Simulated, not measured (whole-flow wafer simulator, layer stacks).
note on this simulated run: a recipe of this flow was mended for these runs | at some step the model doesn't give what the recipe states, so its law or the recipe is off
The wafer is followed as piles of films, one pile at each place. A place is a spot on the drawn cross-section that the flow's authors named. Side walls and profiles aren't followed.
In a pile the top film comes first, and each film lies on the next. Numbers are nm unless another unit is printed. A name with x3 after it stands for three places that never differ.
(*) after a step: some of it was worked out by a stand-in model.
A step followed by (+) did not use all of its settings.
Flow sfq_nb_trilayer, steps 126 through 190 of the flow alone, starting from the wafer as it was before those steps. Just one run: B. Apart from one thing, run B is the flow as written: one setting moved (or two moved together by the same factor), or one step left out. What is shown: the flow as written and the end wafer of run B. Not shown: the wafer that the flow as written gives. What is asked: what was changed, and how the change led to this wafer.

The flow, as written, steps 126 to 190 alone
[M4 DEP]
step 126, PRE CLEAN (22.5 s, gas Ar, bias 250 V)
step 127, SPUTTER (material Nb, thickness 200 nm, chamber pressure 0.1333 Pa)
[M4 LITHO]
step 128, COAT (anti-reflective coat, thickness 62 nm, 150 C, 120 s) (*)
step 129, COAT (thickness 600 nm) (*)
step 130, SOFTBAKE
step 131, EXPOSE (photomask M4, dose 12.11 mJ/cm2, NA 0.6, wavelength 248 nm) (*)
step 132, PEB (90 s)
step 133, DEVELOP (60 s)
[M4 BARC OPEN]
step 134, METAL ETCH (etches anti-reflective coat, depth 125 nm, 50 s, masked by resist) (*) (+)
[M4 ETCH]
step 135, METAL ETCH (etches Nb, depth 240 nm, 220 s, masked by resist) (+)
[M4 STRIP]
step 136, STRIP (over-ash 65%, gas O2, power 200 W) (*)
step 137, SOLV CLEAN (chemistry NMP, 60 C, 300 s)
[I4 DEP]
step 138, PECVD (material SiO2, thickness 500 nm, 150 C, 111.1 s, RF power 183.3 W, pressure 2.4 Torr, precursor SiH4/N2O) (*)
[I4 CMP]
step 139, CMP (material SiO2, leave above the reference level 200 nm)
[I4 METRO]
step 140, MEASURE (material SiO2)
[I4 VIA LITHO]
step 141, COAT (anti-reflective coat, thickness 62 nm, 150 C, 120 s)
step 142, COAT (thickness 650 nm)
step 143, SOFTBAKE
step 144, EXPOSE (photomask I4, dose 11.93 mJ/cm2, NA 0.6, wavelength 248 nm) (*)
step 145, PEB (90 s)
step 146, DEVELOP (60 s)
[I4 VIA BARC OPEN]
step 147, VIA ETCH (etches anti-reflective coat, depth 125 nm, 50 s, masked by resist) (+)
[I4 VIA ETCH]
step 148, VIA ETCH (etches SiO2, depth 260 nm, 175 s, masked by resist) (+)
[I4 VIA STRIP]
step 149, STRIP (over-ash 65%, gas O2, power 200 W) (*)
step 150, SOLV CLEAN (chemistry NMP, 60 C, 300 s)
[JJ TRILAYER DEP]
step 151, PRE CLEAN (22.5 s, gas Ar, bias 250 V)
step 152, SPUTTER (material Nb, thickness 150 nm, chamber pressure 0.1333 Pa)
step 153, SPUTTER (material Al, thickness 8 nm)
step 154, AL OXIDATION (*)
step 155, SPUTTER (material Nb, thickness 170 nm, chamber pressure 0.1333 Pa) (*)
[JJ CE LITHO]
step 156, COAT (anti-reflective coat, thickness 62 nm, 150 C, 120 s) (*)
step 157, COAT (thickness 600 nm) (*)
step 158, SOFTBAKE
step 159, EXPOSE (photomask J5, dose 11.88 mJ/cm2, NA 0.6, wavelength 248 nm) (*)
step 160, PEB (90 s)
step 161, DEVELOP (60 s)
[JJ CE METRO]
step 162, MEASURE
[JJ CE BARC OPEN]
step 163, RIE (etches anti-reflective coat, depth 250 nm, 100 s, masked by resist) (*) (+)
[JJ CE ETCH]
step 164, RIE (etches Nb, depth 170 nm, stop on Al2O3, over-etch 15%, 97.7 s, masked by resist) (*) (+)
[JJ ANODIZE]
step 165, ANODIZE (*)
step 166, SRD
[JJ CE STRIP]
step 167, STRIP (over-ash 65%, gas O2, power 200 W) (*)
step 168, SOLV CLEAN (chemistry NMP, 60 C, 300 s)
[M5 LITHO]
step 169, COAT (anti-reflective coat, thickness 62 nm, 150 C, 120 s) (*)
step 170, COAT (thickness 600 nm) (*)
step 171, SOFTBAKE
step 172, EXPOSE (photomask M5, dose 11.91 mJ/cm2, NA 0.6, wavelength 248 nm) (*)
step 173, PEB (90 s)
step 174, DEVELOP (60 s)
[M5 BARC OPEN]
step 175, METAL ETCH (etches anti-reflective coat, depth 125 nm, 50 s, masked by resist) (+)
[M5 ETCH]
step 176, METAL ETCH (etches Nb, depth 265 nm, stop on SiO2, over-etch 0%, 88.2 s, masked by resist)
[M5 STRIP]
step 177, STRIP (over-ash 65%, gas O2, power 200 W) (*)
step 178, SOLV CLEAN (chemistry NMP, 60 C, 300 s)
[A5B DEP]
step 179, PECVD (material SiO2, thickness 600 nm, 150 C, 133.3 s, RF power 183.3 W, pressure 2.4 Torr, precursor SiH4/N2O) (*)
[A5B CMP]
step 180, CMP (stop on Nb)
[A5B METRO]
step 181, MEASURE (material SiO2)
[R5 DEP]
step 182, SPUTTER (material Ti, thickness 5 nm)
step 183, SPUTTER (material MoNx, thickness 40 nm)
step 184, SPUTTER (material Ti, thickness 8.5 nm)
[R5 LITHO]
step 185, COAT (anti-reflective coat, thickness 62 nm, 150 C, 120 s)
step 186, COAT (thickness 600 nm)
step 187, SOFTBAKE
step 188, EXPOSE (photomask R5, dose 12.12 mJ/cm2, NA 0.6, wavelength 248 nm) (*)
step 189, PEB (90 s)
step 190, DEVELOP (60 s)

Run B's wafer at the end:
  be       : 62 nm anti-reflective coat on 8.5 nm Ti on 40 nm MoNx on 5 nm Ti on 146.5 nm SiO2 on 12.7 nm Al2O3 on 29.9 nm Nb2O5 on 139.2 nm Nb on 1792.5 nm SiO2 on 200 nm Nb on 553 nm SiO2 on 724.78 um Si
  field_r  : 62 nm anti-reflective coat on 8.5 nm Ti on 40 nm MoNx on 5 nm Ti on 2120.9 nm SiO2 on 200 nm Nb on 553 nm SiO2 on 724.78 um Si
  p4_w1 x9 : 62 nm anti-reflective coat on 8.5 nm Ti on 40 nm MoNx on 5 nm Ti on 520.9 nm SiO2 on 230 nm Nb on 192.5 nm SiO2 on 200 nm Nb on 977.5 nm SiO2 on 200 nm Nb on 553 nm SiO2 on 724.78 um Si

What caused this: step 127, SPUTTER: thickness 230 nm was run, whereas the flow has thickness 200 nm.
One can read it off the wafer: p4_w1 x9 has Nb 230, and step 127 as written asks for 200 nm.

Step by step, how the change led to this:
  step 127, SPUTTER (material Nb, thickness 200 nm, chamber pressure 0.1333 Pa)
      field_l, v_sur, via_wl and 102 more: Nb gains 230 (new film) (as written it would have been: Nb gains 200 (new film))
      via_v: Nb gains 189.4 (as written it would have been: Nb gains 164.5)
  step 135, METAL ETCH (etches Nb, depth 240 nm, 220 s, masked by resist) (+)
      field_l, be, be_sur and 64 more: Nb loses 230 (all of it), SiO2 loses 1 (as written it would have been: Nb loses 200 (all of it), SiO2 loses 4)
  step 138, PECVD (material SiO2, thickness 500 nm, 150 C, 111.1 s, RF power 183.3 W, pressure 2.4 Torr, precursor SiH4/N2O) (*)
      p3_s0 x6: SiO2 gains 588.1 (as written it would have been: SiO2 gains 561.1)
  step 139, CMP (material SiO2, leave above the reference level 200 nm)
      field_l, be, be_sur and 55 more: SiO2 loses 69 (as written it would have been: SiO2 loses 96)
      lsp_r, l0_sur, l0v: SiO2 loses 59.7 (as written it would have been: SiO2 loses 87.7)
